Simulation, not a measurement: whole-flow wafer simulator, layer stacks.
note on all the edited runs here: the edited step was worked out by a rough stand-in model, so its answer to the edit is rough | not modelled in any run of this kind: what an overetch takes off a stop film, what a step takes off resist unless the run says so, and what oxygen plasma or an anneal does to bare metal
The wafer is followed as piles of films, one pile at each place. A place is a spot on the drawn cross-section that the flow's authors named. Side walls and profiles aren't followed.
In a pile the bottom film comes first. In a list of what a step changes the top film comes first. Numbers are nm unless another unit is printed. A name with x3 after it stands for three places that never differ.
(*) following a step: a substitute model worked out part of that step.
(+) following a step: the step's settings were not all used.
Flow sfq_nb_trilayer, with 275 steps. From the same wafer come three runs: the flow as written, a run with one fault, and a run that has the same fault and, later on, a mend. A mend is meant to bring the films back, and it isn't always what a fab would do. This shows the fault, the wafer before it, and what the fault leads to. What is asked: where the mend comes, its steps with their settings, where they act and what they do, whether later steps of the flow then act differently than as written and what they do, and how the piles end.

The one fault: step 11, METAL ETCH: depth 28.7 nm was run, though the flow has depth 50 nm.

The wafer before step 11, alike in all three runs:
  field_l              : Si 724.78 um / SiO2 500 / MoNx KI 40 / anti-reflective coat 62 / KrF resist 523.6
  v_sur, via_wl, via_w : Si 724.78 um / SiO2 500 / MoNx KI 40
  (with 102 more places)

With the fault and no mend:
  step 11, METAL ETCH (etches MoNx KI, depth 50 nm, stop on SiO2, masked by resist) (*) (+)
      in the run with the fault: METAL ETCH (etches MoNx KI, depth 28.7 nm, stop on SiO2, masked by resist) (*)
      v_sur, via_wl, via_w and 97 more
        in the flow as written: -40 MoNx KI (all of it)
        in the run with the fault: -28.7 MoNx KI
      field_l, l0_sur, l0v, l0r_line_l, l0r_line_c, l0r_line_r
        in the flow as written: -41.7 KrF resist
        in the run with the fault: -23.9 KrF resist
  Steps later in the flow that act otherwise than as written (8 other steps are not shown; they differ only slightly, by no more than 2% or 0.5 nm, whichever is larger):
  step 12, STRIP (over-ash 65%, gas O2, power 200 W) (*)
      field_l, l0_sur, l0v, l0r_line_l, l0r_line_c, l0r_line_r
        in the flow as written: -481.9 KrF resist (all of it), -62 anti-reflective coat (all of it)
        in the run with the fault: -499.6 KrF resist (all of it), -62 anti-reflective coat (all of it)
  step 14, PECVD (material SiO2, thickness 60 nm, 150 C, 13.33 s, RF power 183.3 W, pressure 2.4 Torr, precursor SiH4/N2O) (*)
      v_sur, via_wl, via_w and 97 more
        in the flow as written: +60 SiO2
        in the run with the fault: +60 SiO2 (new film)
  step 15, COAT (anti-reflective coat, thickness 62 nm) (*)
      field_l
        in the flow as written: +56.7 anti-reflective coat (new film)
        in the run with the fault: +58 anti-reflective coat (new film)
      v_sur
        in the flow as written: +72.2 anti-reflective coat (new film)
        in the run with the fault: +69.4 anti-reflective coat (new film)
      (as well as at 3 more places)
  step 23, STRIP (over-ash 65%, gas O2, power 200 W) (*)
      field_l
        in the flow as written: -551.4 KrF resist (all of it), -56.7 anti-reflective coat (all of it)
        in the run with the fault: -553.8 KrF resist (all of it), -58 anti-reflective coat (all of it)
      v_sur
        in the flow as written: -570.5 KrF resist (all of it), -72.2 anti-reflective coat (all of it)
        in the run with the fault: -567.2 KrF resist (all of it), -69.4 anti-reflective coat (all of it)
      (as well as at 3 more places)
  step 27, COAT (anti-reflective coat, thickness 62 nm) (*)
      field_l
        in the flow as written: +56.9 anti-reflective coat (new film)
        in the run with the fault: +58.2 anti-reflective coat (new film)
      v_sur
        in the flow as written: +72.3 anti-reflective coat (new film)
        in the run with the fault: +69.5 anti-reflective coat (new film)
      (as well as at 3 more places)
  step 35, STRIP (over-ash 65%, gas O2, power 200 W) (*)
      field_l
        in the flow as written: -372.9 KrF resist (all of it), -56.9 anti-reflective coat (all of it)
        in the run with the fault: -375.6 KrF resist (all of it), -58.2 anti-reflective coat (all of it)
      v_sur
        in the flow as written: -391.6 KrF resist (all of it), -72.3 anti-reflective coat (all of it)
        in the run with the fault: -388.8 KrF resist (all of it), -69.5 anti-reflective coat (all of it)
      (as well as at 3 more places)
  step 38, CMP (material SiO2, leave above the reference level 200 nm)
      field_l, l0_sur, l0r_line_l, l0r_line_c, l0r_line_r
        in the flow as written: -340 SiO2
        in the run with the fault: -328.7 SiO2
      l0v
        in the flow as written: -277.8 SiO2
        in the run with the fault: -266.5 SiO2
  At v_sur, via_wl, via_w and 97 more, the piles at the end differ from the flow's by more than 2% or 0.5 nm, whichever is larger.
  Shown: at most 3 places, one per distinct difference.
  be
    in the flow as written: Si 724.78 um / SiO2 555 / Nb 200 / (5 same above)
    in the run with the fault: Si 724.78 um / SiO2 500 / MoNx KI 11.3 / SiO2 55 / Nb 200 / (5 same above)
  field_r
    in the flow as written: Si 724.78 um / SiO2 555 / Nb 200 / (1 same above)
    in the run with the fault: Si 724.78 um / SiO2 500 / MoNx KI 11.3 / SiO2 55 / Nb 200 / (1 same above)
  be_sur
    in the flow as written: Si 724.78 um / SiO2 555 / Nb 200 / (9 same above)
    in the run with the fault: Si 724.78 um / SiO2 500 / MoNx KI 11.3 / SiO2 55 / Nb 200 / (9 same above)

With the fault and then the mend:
  The mend follows step 11.
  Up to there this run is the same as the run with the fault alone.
  step 11a, METAL ETCH (etches MoNx KI, depth 21.3 nm, stop on SiO2, masked by resist) (+) (the flow's step 11, run once more with other settings)
      v_sur, via_wl, via_w and 97 more
        -11.3 MoNx KI (all of it)
      field_l, l0_sur, l0v, l0r_line_l, l0r_line_c, l0r_line_r
        -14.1 KrF resist
  None of the later steps of the flow differs from how it acts as written, at any place that is followed, by more than 2% or 0.5 nm, whichever is larger.
  The piles end the same as the flow's at every place that both follow.
